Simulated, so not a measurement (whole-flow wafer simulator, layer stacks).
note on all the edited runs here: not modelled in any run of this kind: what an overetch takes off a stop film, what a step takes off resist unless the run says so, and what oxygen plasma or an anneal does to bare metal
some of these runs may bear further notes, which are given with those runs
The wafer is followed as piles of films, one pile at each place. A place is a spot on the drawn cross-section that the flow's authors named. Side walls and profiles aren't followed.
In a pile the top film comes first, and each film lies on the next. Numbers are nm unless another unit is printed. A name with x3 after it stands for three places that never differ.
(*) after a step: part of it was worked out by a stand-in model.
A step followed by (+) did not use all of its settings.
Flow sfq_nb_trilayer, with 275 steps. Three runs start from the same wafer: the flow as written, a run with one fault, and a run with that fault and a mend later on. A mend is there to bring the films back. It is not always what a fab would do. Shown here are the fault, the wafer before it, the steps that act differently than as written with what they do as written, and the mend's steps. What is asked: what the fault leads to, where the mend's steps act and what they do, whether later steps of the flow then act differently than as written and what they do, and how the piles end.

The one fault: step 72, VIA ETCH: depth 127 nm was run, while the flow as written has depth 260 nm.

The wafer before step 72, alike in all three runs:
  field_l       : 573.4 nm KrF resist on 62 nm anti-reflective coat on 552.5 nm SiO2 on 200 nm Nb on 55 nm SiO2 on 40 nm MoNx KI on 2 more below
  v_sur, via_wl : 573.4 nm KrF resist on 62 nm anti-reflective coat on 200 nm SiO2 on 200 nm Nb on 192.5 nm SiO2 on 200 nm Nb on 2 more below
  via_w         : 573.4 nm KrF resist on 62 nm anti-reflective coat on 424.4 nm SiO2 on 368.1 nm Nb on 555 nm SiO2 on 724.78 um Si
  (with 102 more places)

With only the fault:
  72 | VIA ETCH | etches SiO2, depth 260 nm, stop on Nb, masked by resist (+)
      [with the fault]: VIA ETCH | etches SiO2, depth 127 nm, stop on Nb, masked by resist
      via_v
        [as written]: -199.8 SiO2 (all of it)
        [with the fault]: -127 SiO2
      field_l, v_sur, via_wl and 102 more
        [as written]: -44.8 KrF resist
        [with the fault]: -21.9 KrF resist
  Steps later in the flow that act otherwise than as written (5 other steps are not shown; they differ only slightly, by no more than 2% or 0.5 nm, whichever is larger):
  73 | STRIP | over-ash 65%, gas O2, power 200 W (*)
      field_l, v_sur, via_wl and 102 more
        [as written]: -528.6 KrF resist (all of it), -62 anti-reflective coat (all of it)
        [with the fault]: -551.5 KrF resist (all of it), -62 anti-reflective coat (all of it)
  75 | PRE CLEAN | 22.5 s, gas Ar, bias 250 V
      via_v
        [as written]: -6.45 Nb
        [with the fault]: -7.5 SiO2
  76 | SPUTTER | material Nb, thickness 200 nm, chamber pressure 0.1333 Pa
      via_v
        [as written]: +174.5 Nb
        [with the fault]: +188.9 Nb (new film)
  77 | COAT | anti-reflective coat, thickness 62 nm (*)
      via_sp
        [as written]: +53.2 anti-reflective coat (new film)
        [with the fault]: +54.6 anti-reflective coat (new film)
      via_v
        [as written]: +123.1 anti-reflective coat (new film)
        [with the fault]: +107.1 anti-reflective coat (new film)
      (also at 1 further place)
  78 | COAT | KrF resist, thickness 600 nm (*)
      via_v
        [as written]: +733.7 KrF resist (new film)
        [with the fault]: +675.1 KrF resist (new film)
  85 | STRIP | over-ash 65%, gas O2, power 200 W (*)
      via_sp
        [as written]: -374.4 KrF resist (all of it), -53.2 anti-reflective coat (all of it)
        [with the fault]: -379.2 KrF resist (all of it), -54.6 anti-reflective coat (all of it)
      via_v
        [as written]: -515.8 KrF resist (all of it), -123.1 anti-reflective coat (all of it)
        [with the fault]: -457.3 KrF resist (all of it), -107.1 anti-reflective coat (all of it)
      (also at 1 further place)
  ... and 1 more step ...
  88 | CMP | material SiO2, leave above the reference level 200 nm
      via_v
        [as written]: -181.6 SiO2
        [with the fault]: -161.8 SiO2
  The piles end different from the flow's at via_v by more than 2% or 0.5 nm, whichever is larger.
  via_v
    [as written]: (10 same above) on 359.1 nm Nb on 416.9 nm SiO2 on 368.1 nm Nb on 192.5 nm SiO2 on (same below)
    [with the fault]: (10 same above) on 359.1 nm Nb on 330.7 nm SiO2 on 188.9 nm Nb on 65.3 nm SiO2 on 200 nm Nb on 192.5 nm SiO2 on (same below)

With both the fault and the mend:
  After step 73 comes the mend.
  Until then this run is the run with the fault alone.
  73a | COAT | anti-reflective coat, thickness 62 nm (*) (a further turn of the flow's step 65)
      p4_fl x3, p4_w1 x9, p4_g1 x2 and 63 more
        +62 anti-reflective coat (new film)
      sp_r, be_r, r_sur, res, r_end, moat, field_r
        +61.8 anti-reflective coat (new film)
      lsp_l, ln_m5, lsp_m, ln_m6, lsp_r, l0_sur, l0v
        +61.9 anti-reflective coat (new film)
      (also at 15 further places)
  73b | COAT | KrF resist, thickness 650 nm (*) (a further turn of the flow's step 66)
      p4_fl x3, p4_w1 x9, p4_g1 x2 and 63 more
        +650 KrF resist (new film)
      moat, field_r, lsp_l and 6 more
        +649.7 KrF resist (new film)
      r_sur, res, r_end
        +649.6 KrF resist (new film)
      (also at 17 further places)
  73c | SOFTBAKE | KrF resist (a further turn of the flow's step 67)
      leaves every film unchanged at each place that is followed
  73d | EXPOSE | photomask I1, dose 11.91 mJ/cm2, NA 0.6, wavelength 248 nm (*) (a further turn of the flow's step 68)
      leaves every film unchanged at each place that is followed
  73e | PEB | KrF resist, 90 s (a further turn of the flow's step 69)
      wire, jj_sur, ce_l and 93 more
        -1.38 KrF resist
      field_l, v_sur, via_wl and 6 more
        -1.37 KrF resist
      via_v
        -1.55 KrF resist
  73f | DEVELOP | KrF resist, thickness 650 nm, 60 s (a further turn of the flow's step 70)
      field_l, v_sur, via_wl and 102 more
        -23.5 KrF resist
      via_v
        -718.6 KrF resist (all of it)
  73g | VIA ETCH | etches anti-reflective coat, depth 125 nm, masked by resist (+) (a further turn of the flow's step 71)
      field_l, v_sur, via_wl and 102 more
        -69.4 KrF resist
      via_v
        -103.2 anti-reflective coat (all of it), -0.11 SiO2
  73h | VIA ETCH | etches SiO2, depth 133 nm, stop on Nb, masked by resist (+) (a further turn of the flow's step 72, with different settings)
      field_l, v_sur, via_wl and 102 more
        -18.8 KrF resist
      via_v
        -72.7 SiO2 (all of it)
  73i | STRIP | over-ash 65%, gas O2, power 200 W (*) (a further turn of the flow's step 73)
      p4_fl x3, p4_w1 x9, p4_g1 x2 and 63 more
        -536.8 KrF resist (all of it), -62 anti-reflective coat (all of it)
      ln_m5, lsp_m, ln_m6, lsp_r, l0_sur, l0v
        -536.6 KrF resist (all of it), -61.9 anti-reflective coat (all of it)
      res, r_end, moat, field_r
        -536.5 KrF resist (all of it), -61.8 anti-reflective coat (all of it)
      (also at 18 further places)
  Every later step of the flow that is run acts as written, at every place that is followed, to within 2% or 0.5 nm, whichever is larger.
  When the end is reached, the piles differ only a little from the flow's at the places that both follow, at most by 2% or 0.5 nm, whichever is larger.
